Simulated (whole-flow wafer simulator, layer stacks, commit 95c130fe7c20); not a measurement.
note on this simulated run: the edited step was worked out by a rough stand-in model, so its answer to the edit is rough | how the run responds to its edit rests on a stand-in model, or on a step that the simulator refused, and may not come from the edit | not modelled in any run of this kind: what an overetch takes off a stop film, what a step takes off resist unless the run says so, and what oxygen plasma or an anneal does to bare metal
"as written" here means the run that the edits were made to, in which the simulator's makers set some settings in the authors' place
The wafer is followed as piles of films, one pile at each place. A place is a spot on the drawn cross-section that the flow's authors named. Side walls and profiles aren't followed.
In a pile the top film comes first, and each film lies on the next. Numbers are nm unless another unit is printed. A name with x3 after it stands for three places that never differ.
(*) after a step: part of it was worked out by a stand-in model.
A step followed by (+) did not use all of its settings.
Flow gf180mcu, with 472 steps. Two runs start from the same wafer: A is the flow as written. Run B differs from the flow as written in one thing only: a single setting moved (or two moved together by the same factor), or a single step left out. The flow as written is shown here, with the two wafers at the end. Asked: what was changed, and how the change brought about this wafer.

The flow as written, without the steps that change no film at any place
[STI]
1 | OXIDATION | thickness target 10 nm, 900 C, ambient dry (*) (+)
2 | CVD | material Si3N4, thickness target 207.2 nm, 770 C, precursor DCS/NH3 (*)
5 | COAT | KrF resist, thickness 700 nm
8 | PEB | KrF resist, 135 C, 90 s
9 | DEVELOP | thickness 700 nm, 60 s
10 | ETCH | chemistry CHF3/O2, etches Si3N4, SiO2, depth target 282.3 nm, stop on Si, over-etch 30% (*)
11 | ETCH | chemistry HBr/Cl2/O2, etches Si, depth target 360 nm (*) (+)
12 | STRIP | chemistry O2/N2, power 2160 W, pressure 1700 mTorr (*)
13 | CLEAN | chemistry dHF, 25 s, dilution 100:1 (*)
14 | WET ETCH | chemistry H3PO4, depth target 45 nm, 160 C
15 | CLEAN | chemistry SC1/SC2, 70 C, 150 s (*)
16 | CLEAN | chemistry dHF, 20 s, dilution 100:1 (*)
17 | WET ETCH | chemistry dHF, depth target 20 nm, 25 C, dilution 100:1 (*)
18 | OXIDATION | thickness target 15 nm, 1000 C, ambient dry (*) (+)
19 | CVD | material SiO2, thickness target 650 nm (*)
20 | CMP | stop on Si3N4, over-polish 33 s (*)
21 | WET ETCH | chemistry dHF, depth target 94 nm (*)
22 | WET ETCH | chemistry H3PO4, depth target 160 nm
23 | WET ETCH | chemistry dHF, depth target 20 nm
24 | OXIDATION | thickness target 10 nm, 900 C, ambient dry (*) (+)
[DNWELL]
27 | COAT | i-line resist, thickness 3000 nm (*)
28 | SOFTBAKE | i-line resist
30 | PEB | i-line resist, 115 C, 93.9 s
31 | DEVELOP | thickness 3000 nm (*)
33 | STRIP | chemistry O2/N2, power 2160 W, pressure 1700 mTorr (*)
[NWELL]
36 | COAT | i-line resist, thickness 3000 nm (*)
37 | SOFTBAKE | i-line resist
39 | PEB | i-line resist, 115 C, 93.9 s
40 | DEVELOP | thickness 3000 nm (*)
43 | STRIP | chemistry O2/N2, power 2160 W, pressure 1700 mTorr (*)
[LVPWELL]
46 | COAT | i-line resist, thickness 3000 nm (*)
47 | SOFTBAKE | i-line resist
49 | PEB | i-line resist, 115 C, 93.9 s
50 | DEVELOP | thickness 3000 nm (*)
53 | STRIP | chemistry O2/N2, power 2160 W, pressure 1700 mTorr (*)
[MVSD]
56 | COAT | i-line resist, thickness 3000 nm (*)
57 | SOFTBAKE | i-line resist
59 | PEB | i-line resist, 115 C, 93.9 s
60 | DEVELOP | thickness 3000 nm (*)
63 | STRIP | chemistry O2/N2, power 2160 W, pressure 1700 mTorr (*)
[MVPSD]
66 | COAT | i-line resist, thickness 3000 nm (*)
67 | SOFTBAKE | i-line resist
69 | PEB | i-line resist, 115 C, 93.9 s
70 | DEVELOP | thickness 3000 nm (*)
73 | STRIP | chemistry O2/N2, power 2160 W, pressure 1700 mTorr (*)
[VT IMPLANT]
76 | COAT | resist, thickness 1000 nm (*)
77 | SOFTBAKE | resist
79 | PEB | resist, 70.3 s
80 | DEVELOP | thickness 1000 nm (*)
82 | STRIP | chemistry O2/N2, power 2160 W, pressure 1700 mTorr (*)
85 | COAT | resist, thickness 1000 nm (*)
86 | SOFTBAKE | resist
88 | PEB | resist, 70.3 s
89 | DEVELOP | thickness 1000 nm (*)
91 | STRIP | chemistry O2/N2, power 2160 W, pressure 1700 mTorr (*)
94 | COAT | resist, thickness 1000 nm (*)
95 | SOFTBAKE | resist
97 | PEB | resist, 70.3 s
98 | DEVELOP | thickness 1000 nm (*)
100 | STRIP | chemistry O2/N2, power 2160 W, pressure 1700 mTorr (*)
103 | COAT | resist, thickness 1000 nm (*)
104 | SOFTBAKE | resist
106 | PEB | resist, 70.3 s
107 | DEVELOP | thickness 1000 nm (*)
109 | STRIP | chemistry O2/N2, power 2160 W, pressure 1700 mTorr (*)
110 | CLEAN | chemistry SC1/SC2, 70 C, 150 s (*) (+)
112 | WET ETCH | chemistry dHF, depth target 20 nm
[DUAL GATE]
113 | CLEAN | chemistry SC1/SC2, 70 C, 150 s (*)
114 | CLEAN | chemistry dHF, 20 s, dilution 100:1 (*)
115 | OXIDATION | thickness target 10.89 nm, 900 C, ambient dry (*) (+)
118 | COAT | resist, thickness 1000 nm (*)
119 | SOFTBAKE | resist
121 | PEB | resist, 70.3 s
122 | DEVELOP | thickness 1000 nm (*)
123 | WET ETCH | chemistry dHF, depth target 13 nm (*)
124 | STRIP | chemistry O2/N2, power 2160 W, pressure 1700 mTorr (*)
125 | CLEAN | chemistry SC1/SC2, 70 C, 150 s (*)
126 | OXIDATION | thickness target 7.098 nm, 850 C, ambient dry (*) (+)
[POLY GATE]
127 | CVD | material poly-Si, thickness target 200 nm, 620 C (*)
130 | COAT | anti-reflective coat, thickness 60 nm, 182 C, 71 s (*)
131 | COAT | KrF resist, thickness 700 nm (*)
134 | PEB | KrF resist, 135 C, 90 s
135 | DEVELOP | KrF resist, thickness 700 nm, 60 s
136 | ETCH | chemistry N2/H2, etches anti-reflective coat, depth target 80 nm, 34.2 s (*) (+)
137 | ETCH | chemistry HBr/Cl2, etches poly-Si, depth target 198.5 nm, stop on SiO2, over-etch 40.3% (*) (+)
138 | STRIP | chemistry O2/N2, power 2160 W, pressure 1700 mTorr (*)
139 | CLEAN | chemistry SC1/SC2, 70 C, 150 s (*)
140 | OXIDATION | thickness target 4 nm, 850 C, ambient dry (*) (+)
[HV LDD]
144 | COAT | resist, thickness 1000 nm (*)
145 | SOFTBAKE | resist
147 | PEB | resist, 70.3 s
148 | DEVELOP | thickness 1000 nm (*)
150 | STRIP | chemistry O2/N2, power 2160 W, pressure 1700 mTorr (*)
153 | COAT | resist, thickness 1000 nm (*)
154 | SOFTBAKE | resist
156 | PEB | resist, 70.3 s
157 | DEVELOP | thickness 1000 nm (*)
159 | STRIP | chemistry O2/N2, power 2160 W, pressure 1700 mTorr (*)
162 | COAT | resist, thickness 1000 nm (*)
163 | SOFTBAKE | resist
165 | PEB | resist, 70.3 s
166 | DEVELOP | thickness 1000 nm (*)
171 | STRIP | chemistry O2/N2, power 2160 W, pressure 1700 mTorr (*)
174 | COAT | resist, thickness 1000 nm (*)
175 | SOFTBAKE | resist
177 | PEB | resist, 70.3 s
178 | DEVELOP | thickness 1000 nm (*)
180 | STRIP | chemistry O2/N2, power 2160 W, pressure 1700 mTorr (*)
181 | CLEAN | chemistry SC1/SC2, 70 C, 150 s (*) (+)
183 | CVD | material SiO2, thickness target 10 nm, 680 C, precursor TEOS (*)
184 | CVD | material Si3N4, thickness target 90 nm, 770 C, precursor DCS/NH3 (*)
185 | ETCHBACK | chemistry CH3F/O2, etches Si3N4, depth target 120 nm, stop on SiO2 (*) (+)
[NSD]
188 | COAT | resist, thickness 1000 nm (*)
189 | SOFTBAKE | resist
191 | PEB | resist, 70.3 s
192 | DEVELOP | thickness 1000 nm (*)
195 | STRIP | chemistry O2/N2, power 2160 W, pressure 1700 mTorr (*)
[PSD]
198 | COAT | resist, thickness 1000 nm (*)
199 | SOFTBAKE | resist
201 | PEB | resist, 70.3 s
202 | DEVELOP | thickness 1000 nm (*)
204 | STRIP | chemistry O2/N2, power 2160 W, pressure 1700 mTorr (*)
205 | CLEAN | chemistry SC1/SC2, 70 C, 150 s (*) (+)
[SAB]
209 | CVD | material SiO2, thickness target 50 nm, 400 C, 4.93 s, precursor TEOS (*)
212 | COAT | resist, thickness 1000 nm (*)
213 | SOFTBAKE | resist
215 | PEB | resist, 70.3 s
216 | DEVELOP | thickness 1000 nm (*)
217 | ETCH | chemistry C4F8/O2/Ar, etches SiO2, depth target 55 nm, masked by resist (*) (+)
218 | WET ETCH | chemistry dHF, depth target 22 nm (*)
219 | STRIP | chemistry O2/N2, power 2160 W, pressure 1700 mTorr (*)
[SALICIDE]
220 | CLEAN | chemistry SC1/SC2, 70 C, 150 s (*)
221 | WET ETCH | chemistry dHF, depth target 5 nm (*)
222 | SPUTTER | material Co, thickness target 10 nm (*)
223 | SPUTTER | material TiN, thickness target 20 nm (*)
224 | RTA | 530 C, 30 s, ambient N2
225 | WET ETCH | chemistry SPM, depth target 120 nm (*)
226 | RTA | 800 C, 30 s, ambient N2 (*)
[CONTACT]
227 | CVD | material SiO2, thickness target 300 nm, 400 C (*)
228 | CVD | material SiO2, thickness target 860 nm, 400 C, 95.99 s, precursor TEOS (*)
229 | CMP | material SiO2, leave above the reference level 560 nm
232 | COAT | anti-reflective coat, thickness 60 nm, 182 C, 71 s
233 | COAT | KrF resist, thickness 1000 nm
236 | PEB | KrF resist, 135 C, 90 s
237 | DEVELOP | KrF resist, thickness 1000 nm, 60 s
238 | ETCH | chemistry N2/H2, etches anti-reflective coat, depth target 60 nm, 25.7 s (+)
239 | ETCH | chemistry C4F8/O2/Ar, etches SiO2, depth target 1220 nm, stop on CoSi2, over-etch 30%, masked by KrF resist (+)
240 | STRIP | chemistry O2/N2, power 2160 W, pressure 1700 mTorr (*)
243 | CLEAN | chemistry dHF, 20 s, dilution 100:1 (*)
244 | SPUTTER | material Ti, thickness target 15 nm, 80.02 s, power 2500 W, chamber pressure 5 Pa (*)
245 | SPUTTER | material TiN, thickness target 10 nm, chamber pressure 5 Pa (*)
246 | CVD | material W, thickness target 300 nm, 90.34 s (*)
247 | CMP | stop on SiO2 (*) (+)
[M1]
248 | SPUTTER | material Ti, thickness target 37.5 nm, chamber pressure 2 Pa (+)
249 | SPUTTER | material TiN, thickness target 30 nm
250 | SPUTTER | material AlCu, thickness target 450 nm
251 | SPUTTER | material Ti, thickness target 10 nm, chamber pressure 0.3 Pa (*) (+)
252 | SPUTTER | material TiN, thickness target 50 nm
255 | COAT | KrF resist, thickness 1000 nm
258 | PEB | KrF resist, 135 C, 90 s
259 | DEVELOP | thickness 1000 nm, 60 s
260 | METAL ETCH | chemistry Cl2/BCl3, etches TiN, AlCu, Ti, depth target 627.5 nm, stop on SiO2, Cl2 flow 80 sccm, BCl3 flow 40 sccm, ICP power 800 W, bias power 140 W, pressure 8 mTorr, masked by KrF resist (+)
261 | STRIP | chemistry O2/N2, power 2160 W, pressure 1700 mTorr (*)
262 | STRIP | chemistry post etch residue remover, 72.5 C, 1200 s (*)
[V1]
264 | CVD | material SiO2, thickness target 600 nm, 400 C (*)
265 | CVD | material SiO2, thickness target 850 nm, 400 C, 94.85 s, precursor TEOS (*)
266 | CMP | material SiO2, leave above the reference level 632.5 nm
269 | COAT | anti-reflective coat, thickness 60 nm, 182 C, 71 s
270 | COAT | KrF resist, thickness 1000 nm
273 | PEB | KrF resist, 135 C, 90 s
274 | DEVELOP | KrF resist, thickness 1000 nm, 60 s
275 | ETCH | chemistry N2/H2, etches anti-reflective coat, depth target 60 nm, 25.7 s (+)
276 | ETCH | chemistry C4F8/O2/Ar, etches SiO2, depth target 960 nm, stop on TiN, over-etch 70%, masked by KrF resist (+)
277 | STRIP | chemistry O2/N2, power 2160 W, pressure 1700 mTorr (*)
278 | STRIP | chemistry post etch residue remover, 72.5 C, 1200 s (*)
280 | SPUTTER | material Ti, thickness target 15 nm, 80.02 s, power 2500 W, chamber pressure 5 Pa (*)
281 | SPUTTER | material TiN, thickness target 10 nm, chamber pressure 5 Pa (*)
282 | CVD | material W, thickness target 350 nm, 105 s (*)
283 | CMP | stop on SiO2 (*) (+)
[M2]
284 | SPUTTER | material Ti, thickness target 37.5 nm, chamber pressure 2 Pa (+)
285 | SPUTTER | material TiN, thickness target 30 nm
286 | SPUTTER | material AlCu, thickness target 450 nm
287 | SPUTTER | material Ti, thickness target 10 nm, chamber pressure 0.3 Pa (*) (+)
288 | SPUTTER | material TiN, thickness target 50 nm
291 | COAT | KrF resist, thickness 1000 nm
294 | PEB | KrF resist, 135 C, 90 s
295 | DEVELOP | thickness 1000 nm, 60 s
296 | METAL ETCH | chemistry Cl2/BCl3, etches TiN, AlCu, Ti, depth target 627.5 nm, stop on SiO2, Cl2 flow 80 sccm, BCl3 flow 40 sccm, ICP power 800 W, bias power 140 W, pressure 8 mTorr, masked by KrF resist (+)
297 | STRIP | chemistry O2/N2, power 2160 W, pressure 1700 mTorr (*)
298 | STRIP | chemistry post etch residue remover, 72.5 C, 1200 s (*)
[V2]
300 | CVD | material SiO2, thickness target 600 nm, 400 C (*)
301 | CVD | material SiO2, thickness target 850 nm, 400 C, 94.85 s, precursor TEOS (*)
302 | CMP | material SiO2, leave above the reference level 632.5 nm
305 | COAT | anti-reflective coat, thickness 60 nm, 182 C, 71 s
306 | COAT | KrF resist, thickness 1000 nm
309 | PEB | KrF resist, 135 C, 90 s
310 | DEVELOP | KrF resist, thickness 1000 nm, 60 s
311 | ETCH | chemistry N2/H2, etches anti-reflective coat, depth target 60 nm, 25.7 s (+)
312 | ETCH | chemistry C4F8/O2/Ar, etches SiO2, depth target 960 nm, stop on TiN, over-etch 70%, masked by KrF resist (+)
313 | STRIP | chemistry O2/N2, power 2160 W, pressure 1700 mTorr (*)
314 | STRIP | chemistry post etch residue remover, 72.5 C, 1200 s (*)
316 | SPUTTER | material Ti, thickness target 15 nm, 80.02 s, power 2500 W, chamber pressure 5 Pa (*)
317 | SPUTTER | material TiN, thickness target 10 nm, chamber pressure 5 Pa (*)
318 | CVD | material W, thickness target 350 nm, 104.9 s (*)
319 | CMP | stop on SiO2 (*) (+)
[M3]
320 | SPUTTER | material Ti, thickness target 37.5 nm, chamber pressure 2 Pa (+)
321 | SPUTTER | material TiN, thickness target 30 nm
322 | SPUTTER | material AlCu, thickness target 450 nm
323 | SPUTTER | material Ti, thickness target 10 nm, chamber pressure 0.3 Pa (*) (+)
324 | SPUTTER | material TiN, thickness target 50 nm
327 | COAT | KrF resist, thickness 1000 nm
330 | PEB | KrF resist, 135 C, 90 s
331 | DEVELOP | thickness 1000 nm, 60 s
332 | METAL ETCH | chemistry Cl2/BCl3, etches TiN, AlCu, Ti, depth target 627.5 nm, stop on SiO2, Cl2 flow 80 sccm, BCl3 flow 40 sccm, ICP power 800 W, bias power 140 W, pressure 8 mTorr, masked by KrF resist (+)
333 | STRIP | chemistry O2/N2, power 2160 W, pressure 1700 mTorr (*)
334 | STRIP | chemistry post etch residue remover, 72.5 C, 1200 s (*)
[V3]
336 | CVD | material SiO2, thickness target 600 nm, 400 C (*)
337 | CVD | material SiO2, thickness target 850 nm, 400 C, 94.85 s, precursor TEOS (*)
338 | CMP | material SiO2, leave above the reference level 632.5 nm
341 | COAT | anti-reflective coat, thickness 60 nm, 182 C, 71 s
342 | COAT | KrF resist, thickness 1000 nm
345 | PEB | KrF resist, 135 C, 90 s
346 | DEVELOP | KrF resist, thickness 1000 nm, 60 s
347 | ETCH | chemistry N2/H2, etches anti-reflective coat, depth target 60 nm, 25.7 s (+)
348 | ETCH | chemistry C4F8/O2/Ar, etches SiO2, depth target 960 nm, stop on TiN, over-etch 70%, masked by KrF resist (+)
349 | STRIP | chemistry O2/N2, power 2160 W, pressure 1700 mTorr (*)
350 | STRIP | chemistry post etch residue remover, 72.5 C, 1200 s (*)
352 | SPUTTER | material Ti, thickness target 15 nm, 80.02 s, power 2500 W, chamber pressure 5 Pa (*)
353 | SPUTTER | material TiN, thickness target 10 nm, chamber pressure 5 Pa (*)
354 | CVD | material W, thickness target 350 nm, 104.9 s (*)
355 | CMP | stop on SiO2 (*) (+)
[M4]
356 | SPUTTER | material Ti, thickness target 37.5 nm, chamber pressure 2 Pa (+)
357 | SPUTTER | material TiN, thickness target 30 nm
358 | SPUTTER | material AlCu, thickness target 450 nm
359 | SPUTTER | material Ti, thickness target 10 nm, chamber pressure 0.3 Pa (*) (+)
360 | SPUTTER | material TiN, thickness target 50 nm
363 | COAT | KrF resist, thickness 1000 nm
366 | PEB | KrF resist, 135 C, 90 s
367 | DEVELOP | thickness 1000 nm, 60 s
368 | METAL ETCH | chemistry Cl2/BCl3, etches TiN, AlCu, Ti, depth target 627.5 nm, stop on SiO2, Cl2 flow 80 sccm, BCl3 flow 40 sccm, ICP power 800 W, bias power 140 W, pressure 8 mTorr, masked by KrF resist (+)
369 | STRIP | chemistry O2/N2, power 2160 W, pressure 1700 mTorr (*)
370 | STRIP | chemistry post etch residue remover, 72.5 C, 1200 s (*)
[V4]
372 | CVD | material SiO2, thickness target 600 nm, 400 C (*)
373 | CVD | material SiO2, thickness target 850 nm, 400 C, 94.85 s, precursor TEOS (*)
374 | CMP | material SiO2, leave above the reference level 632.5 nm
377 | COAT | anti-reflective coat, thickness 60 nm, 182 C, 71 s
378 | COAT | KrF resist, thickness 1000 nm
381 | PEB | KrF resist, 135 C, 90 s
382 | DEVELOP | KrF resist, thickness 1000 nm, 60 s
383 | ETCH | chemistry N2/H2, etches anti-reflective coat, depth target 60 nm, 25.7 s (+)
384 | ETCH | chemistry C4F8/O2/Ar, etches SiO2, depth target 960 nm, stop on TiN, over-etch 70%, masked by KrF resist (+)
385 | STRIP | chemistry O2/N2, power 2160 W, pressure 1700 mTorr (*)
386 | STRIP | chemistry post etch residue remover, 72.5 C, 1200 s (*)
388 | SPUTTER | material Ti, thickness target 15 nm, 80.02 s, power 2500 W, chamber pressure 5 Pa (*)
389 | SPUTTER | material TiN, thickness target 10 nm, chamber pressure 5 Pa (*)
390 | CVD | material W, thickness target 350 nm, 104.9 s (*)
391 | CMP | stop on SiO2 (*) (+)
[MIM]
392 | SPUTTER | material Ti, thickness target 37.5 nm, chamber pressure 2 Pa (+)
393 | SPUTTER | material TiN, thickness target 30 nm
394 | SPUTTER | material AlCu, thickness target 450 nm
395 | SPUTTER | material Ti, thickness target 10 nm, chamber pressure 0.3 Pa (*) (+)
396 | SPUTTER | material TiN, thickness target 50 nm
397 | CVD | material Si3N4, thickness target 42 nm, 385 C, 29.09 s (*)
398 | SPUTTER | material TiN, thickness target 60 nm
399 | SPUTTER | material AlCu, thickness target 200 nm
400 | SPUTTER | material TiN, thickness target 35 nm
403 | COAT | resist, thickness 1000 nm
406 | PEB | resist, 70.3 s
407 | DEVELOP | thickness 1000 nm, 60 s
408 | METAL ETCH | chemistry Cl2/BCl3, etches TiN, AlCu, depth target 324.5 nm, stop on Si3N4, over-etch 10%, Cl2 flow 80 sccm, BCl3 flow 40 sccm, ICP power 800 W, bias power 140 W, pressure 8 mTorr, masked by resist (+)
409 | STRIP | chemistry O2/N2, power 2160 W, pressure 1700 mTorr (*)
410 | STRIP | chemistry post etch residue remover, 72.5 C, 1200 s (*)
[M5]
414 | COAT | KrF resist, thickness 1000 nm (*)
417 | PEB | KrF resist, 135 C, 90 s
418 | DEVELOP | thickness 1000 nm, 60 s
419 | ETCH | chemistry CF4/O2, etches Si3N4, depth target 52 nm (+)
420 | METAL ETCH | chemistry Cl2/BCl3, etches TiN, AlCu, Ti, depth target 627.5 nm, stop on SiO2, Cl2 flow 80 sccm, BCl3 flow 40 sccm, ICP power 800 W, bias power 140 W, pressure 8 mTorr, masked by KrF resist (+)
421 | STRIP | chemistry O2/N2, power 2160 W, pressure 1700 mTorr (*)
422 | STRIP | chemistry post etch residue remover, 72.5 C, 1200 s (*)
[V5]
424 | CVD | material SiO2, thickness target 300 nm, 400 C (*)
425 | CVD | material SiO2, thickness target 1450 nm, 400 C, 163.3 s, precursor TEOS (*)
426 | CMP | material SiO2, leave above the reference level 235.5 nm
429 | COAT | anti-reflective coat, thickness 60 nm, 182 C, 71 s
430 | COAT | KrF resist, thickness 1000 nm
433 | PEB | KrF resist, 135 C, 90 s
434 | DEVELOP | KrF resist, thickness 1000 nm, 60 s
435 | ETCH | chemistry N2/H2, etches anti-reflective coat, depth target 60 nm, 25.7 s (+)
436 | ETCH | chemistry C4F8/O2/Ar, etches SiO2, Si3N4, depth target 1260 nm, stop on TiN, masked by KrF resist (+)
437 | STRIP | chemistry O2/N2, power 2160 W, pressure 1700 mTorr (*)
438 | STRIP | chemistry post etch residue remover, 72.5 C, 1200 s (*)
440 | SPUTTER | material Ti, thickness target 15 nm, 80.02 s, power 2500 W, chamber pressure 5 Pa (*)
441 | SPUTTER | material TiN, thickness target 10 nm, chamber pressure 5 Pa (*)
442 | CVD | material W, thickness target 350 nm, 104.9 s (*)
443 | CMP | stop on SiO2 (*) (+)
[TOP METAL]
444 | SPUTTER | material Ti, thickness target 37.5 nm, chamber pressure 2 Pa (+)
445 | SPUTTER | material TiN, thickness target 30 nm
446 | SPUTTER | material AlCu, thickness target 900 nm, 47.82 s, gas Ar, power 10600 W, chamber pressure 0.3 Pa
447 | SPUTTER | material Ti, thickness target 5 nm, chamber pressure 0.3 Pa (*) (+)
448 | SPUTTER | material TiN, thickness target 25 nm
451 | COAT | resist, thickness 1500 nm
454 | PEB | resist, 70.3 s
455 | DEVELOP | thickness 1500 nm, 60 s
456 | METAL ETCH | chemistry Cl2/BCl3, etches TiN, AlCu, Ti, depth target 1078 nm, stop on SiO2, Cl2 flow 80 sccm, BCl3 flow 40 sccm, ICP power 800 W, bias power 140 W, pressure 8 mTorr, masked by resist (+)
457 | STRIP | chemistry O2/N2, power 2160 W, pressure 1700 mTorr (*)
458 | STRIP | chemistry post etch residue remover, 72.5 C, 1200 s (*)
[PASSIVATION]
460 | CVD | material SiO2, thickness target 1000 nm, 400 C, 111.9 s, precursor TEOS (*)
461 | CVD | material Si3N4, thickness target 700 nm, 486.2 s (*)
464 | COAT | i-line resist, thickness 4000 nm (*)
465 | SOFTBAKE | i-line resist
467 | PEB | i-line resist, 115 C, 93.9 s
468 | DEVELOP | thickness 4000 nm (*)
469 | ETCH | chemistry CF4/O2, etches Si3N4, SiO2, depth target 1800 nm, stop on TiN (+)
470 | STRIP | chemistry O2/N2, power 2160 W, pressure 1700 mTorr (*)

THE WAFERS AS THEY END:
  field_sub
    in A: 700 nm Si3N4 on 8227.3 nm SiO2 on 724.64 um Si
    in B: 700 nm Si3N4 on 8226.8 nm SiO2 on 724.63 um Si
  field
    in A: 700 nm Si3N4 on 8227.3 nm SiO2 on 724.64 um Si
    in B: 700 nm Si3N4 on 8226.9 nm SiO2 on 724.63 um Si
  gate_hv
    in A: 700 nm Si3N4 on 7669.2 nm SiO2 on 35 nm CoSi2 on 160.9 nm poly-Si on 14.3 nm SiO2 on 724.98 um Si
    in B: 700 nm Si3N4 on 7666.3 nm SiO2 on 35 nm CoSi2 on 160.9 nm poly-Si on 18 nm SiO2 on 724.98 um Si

The reason: step 115, OXIDATION: thickness target 14.97 nm was run, though the flow has thickness target 10.89 nm.

How this came from the change, step by step:
  115 | OXIDATION | thickness target 10.89 nm, 900 C, ambient dry (*) (+)
      active, n_well, p_well and 40 more: A SiO2 gains 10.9 (new film), Si loses 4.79 | B SiO2 gains 15 (new film), Si loses 6.59
      sti, mim_1p0, pad and 19 more: A SiO2 gains 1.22, Si loses 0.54 | B SiO2 gains 2.02, Si loses 0.89
      (as well as at 27 more places)
  123 | WET ETCH | chemistry dHF, depth target 13 nm (*)
      active, n_well, p_well and 12 more: A SiO2 loses 10.9 (all of it) | B SiO2 loses 13
  124 | STRIP | chemistry O2/N2, power 2160 W, pressure 1700 mTorr (*)
      active, n_well, p_well and 12 more: A chemical SiO2 gains 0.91 (new film), Si loses 0.4 | B nothing
  126 | OXIDATION | thickness target 7.098 nm, 850 C, ambient dry (*) (+)
      active, n_well, p_well and 12 more: A SiO2 gains 7.1 (new film), chemical SiO2 loses 0.76 (all of it), Si loses 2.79 | B SiO2 gains 5.47, Si loses 2.41
  130 | COAT | anti-reflective coat, thickness 60 nm, 182 C, 71 s (*)
      p_well, spacer, sd_n: A anti-reflective coat gains 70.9 (new film) | B anti-reflective coat gains 72.5 (new film)
  136 | ETCH | chemistry N2/H2, etches anti-reflective coat, depth target 80 nm, 34.2 s (*) (+)
      p_well, spacer, sd_n: A anti-reflective coat loses 70.9 (all of it), poly-Si loses 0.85 | B anti-reflective coat loses 72.5 (all of it), poly-Si loses 0.81
  189 | SOFTBAKE | resist
      field__w9: A resist gains 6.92 | B resist loses 3.07
      active_hv: A resist gains 2.68 | B resist loses 0.58
      (as well as at 1 more place)
  199 | SOFTBAKE | resist
      field__w9: A resist gains 6.92 | B resist loses 3.07
      active_hv: A resist gains 2.68 | B resist loses 0.58
      (as well as at 1 more place)
  218 | WET ETCH | chemistry dHF, depth target 22 nm (*)
      ldn_tap, ldn_src, ldn_drn, ldp_tap, ldp_src, ldp_drn, ldp_gr: A SiO2 loses 16 (all of it) | B SiO2 loses 19.6 (all of it)
      ld_drn_n, ld_sd_p: A SiO2 loses 14.8 (all of it) | B SiO2 loses 18.4 (all of it)
      (as well as at 5 more places)
